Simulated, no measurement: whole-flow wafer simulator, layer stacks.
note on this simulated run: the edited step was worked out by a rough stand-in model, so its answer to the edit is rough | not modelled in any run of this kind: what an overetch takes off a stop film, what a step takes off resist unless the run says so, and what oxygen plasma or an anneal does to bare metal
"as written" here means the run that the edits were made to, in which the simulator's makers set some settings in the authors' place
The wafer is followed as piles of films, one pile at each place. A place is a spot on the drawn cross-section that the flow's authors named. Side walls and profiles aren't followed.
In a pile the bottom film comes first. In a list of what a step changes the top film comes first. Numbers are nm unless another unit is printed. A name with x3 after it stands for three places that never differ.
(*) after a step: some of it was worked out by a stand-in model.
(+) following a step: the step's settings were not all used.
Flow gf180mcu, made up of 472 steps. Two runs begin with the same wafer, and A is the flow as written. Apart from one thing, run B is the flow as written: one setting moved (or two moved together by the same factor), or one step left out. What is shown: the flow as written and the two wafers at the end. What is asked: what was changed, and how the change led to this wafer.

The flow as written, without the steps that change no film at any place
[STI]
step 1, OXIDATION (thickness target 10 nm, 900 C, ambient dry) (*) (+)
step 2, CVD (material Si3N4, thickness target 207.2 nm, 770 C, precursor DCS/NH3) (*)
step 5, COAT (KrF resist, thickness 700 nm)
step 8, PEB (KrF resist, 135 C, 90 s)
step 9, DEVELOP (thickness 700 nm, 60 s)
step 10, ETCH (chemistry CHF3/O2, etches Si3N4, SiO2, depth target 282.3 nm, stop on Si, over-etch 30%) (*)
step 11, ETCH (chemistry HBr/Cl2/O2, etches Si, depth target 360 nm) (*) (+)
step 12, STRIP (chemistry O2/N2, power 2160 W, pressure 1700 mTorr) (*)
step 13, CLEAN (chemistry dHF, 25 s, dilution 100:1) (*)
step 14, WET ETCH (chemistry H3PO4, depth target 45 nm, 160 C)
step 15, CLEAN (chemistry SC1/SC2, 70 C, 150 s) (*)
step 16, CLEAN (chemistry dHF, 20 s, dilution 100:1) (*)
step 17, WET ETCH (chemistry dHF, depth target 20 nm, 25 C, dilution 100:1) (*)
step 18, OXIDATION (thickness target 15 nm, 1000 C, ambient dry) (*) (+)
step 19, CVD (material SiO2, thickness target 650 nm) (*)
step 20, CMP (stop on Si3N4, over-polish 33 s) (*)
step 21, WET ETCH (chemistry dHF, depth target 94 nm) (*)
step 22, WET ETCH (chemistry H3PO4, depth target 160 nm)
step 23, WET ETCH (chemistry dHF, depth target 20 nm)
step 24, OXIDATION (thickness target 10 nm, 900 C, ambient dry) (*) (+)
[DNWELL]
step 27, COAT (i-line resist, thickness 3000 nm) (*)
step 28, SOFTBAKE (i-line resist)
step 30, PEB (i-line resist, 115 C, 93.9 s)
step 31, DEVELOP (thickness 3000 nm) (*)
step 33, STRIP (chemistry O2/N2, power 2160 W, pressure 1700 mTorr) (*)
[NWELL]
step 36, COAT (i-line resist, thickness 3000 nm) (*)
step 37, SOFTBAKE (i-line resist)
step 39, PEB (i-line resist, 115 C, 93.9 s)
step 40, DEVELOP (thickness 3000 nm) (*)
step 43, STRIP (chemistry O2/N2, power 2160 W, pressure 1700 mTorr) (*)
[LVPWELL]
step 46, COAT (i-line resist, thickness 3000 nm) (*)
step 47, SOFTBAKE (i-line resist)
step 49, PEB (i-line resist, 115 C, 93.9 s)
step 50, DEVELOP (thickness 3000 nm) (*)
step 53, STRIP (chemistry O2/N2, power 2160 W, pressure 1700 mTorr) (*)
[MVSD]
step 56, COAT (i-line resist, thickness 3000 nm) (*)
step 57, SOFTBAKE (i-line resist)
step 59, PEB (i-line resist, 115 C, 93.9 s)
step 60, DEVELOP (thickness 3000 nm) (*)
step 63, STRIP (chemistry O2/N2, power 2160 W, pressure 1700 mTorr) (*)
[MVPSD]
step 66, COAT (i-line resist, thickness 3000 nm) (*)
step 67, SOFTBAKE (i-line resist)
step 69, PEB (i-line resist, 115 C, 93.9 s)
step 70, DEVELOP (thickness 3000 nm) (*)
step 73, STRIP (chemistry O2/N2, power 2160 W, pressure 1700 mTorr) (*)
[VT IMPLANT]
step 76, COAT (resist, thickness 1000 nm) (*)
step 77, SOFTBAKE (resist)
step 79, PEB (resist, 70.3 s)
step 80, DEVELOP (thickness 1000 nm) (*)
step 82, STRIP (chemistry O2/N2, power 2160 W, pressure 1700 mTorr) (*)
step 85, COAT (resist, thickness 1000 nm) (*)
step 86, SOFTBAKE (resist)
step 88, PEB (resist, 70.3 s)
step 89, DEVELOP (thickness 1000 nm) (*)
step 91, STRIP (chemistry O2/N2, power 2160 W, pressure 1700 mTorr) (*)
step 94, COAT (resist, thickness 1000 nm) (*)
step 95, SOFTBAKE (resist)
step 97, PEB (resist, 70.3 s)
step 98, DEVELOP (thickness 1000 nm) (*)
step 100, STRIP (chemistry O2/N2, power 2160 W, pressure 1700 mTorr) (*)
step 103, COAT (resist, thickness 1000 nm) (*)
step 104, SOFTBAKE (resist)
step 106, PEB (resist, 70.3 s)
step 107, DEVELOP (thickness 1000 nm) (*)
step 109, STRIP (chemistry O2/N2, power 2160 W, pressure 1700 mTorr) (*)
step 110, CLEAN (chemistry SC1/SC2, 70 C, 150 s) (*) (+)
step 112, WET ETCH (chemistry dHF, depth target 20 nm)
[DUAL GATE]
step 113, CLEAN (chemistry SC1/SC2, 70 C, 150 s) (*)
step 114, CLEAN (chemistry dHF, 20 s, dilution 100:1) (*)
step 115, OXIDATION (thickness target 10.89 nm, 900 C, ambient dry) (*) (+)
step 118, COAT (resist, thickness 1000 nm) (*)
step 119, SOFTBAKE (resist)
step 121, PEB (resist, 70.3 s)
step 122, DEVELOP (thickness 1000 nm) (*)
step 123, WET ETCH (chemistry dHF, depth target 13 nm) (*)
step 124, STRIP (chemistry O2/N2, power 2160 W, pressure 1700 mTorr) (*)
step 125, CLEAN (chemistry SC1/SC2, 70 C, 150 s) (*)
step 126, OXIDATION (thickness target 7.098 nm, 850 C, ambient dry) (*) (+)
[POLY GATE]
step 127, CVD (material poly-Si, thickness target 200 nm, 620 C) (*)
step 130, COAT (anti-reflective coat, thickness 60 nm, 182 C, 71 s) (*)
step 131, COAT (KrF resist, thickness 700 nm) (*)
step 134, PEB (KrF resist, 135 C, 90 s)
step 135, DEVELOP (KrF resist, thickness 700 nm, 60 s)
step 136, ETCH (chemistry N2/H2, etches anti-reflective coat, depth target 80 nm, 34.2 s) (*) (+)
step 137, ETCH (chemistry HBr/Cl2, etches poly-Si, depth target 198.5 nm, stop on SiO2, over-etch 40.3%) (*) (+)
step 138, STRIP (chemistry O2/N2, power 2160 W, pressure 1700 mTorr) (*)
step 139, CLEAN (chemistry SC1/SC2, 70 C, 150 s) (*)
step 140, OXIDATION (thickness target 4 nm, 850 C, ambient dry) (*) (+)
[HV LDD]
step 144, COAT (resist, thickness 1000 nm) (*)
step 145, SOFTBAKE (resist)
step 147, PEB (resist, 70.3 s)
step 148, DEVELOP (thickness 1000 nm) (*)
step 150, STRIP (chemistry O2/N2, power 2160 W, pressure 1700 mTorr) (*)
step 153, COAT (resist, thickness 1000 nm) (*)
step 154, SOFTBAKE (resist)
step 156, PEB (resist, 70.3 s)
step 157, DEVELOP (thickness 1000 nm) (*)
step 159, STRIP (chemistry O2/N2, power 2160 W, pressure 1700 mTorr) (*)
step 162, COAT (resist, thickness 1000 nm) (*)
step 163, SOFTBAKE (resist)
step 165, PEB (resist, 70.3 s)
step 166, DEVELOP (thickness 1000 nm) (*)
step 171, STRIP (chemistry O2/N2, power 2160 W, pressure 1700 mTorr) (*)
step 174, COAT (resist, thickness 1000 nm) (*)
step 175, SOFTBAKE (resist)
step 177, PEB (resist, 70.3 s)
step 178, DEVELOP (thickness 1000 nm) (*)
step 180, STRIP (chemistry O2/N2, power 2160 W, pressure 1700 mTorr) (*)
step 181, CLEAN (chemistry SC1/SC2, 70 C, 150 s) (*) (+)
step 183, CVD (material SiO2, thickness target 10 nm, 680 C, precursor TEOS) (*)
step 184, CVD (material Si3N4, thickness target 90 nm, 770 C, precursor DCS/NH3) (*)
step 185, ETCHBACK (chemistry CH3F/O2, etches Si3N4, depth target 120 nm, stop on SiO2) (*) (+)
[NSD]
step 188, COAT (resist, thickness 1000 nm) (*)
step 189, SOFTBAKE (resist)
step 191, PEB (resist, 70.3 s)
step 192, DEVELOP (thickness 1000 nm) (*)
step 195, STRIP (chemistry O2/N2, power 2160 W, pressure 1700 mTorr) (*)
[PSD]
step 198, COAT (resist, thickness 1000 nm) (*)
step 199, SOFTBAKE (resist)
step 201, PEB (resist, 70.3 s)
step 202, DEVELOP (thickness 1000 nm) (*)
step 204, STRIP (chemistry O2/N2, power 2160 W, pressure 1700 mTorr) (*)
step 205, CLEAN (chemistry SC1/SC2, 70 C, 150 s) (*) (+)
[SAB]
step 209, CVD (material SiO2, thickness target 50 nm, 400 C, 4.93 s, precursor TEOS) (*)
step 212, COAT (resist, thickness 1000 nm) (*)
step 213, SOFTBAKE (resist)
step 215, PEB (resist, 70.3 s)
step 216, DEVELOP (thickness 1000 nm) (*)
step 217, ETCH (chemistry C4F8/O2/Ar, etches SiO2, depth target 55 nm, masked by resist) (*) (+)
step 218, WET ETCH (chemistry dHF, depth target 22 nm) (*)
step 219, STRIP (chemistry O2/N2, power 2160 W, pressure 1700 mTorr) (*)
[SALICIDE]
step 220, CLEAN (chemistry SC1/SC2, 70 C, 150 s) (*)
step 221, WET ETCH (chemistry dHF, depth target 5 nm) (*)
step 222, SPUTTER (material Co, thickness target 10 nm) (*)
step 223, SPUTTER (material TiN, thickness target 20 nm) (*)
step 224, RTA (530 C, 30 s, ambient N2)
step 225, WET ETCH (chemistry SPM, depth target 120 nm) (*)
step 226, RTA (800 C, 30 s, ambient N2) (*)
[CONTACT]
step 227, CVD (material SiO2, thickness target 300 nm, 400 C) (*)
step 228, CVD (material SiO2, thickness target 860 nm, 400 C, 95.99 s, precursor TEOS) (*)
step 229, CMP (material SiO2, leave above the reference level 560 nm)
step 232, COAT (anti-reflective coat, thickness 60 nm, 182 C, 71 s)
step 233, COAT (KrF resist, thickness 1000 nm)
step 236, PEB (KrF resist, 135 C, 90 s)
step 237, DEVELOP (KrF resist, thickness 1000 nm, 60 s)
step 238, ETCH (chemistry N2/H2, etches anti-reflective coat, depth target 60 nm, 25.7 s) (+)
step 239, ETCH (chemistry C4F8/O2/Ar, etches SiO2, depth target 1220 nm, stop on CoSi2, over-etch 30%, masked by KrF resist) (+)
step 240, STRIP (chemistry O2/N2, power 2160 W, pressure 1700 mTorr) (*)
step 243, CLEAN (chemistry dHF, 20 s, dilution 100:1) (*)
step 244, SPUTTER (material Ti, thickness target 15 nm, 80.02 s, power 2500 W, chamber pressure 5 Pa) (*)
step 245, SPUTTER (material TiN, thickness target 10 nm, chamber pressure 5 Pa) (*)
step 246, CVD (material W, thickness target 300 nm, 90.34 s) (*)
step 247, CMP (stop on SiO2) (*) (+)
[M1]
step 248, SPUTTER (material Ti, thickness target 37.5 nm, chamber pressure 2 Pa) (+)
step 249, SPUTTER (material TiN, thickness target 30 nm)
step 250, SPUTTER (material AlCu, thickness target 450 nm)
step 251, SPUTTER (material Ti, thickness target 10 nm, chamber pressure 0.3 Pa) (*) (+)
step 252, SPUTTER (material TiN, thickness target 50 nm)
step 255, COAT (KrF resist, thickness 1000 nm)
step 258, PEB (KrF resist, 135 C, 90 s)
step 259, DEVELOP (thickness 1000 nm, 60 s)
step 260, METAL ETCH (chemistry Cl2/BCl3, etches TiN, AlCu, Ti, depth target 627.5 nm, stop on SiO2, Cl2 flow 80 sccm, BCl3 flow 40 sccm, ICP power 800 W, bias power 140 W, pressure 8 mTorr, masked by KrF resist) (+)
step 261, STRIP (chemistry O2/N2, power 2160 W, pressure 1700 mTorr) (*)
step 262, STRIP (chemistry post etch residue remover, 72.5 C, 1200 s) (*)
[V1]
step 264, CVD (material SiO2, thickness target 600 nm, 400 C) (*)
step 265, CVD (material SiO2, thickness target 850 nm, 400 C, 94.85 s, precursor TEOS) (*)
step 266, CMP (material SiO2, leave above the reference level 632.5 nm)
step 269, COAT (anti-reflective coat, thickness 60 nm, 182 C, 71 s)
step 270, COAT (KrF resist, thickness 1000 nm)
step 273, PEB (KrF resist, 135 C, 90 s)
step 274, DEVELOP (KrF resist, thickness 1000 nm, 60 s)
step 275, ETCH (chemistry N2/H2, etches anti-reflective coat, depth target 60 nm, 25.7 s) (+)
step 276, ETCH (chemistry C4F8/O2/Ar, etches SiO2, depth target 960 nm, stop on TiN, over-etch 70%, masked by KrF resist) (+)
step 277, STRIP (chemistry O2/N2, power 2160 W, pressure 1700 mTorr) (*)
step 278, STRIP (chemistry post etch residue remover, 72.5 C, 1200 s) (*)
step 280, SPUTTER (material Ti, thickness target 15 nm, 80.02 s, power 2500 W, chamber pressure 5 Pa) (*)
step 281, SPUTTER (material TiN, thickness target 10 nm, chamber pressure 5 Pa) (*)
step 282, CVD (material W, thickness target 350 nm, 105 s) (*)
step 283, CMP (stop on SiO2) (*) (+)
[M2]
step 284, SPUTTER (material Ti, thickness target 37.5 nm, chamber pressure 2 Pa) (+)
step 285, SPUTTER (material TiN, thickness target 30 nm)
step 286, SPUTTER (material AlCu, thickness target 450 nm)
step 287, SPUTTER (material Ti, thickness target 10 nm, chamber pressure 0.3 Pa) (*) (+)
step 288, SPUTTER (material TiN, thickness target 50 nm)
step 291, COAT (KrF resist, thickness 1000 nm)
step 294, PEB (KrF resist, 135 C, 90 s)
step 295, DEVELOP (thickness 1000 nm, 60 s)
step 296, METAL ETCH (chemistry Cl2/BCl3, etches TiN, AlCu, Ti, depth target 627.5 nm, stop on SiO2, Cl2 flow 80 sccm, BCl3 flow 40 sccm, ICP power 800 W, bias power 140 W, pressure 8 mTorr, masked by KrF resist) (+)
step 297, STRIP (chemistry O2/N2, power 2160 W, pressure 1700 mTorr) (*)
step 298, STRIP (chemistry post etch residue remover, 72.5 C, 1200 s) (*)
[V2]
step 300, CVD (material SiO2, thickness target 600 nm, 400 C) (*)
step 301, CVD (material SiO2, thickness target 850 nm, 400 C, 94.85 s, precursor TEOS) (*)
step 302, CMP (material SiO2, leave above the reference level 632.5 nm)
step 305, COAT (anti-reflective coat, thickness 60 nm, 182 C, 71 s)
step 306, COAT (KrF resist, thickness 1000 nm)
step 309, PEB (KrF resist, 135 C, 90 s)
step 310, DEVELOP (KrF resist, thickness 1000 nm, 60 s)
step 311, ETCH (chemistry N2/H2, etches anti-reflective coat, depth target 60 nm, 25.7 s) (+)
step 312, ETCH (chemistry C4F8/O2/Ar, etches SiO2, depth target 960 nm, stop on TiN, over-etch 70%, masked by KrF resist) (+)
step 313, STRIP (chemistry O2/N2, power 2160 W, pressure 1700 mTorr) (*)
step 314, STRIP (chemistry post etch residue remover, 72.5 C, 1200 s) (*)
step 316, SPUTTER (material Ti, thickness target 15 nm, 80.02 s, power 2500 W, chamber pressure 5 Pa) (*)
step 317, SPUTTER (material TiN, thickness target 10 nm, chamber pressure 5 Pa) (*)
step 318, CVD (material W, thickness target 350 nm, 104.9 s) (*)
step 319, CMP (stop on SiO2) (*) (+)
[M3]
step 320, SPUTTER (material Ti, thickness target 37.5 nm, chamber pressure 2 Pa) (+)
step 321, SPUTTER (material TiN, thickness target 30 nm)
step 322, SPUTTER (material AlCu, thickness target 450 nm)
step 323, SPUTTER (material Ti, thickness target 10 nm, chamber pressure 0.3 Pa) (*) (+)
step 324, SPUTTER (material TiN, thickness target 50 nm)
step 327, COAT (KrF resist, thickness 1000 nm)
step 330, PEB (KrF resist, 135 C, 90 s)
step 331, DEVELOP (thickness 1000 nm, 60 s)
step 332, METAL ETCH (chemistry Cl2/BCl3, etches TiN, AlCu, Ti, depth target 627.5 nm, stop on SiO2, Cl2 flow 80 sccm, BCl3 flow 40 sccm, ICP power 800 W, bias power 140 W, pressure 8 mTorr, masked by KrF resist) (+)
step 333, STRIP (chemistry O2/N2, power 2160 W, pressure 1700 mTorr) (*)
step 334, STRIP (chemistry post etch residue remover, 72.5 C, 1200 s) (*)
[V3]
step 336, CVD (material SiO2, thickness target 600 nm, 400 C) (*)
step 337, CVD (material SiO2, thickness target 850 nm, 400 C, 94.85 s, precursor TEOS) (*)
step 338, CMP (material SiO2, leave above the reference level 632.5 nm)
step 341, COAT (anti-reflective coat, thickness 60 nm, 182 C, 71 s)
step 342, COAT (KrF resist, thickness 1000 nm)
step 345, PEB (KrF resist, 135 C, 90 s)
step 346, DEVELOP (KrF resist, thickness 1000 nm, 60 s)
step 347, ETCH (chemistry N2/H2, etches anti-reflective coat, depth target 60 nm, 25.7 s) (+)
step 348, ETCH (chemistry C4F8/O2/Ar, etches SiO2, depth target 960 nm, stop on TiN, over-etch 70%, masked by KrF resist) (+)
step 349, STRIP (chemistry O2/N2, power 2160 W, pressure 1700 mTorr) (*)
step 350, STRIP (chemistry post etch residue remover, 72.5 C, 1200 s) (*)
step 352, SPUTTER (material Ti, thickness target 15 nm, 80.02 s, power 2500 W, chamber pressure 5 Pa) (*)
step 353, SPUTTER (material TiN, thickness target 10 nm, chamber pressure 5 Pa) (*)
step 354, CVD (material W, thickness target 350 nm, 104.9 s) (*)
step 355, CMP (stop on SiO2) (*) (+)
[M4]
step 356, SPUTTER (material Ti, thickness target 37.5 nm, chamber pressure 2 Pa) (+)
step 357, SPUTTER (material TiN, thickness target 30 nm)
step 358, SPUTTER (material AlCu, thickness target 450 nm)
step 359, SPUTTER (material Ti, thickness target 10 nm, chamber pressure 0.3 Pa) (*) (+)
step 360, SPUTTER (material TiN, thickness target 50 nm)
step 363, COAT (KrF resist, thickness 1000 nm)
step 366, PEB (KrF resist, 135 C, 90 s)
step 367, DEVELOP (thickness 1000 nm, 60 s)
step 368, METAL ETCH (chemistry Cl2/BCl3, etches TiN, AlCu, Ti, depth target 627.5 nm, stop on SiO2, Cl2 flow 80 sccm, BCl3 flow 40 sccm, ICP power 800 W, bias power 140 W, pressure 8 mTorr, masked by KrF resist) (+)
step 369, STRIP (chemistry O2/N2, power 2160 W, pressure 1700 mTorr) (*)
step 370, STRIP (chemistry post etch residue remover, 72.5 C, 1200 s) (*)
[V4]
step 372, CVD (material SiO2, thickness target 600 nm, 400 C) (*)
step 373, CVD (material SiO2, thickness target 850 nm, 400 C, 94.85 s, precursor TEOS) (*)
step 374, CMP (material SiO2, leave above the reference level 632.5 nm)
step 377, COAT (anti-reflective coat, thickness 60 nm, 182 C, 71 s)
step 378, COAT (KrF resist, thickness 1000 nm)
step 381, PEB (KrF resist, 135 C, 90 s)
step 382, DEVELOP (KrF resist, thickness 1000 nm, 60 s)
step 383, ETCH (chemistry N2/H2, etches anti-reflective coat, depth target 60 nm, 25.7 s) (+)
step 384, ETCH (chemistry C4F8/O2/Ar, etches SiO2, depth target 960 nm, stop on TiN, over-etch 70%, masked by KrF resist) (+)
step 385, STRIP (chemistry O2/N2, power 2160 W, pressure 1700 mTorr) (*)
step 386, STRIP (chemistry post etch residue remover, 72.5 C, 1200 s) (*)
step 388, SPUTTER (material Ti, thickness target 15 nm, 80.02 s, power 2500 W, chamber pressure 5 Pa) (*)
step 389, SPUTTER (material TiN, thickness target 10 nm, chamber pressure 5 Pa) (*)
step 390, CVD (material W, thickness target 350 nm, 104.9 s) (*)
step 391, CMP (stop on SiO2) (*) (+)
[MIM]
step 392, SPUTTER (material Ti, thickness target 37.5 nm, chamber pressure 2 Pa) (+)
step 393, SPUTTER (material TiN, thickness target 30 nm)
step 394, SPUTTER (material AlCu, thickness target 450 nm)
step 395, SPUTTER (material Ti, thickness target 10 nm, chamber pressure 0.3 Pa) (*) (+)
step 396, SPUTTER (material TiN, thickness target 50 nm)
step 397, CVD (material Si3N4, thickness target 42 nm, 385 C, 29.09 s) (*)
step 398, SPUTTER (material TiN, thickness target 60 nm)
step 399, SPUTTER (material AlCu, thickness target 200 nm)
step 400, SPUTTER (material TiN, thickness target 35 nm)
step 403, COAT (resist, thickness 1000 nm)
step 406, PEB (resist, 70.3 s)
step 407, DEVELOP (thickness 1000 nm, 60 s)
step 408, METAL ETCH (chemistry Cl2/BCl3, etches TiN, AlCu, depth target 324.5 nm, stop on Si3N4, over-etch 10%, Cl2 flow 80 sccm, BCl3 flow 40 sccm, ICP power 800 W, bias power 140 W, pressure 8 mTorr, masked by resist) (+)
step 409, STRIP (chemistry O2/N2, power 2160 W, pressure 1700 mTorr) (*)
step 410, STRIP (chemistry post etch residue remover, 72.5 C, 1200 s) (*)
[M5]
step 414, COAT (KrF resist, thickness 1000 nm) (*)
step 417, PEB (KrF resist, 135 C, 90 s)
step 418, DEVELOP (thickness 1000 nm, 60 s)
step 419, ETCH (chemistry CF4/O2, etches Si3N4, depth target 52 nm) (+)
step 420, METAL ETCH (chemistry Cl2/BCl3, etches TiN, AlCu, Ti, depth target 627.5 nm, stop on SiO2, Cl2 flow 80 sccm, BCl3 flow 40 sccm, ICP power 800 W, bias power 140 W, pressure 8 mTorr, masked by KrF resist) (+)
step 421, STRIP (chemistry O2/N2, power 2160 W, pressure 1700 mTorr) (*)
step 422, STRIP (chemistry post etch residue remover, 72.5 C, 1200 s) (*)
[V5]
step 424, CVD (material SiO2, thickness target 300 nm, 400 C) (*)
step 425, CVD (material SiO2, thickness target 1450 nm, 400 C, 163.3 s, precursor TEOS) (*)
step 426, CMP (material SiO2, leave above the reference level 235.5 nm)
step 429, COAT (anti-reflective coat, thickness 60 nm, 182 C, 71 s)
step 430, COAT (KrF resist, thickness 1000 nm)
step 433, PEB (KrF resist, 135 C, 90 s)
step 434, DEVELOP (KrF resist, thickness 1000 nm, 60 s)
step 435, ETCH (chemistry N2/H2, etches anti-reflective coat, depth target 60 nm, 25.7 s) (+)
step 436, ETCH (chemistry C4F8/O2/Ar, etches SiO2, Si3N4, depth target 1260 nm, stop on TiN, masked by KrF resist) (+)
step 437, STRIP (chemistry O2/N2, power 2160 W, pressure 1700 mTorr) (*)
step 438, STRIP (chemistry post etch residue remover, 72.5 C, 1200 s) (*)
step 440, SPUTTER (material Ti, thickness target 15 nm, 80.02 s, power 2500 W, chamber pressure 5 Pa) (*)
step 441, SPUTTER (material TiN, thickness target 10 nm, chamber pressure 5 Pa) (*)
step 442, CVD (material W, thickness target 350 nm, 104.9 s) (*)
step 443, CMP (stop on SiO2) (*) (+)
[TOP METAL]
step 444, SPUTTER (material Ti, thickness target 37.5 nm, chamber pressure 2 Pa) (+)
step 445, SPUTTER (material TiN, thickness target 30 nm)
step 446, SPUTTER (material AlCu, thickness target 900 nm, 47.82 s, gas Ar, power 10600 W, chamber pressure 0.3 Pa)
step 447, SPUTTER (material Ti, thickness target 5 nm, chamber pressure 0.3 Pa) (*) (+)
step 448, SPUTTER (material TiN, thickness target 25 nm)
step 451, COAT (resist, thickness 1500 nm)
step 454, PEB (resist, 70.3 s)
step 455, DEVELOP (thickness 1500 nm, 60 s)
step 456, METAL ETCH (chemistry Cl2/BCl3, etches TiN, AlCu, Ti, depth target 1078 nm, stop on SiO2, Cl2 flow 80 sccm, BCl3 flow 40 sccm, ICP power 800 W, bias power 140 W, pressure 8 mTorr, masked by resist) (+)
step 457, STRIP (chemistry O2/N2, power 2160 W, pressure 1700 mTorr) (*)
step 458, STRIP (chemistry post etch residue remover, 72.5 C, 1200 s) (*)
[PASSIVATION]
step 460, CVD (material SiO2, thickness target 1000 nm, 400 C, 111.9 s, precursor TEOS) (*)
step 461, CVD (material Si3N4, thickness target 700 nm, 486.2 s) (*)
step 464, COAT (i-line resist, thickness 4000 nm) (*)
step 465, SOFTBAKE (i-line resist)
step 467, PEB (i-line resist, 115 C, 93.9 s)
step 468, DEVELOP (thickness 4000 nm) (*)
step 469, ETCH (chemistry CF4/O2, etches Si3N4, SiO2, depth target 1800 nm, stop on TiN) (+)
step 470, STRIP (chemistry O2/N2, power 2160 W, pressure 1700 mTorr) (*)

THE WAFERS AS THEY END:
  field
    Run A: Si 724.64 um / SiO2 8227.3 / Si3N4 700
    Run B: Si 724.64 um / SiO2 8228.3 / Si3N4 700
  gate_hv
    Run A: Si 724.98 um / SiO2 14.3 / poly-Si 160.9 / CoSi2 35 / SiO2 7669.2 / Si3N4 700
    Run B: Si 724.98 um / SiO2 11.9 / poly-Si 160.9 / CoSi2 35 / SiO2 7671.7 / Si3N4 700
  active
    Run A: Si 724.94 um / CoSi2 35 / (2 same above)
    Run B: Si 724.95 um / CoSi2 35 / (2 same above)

The reason: step 115, OXIDATION: thickness target 8.165 nm was run, whereas the flow has thickness target 10.89 nm.

How this came from the change, step by step:
  step 115, OXIDATION (thickness target 10.89 nm, 900 C, ambient dry) (*) (+)
      active, n_well, p_well and 40 more: A SiO2 gains 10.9 (new film), Si loses 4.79 | B SiO2 gains 8.16 (new film), Si loses 3.59
  step 123, WET ETCH (chemistry dHF, depth target 13 nm) (*)
      active, n_well, p_well and 12 more: A SiO2 loses 10.9 (all of it) | B SiO2 loses 8.16 (all of it)
  step 130, COAT (anti-reflective coat, thickness 60 nm, 182 C, 71 s) (*)
      p_well, spacer, sd_n: A anti-reflective coat gains 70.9 (new film) | B anti-reflective coat gains 69.4 (new film)
  step 136, ETCH (chemistry N2/H2, etches anti-reflective coat, depth target 80 nm, 34.2 s) (*) (+)
      p_well, spacer, sd_n: A anti-reflective coat loses 70.9 (all of it), poly-Si loses 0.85 | B anti-reflective coat loses 69.4 (all of it), poly-Si loses 0.89
  step 189, SOFTBAKE (resist)
      active_hv: A resist gains 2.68 | B resist loses 0.46
      nw_enc_fld_lv__w3: A resist gains 2.11 | B resist loses 1.65
      (as well as at 1 more place)
  step 199, SOFTBAKE (resist)
      active_hv: A resist gains 2.68 | B resist loses 0.46
      nw_enc_fld_lv__w3: A resist gains 2.11 | B resist loses 1.65
      (as well as at 1 more place)
  step 218, WET ETCH (chemistry dHF, depth target 22 nm) (*)
      ldn_tap, ldn_src, ldn_drn, ldp_tap, ldp_src, ldp_drn, ldp_gr: A SiO2 loses 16 (all of it) | B SiO2 loses 13.6 (all of it)
      ld_drn_n, ld_sd_p: A SiO2 loses 14.8 (all of it) | B SiO2 loses 12.5 (all of it)
      (as well as at 5 more places)
  step 223, SPUTTER (material TiN, thickness target 20 nm) (*)
      field__w12: A TiN gains 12 (new film) | B TiN gains 12.6 (new film)
  step 225, WET ETCH (chemistry SPM, depth target 120 nm) (*)
      field__w12: A TiN loses 12 (all of it), Co loses 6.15 (all of it) | B TiN loses 12.6 (all of it), Co loses 6.16 (all of it)
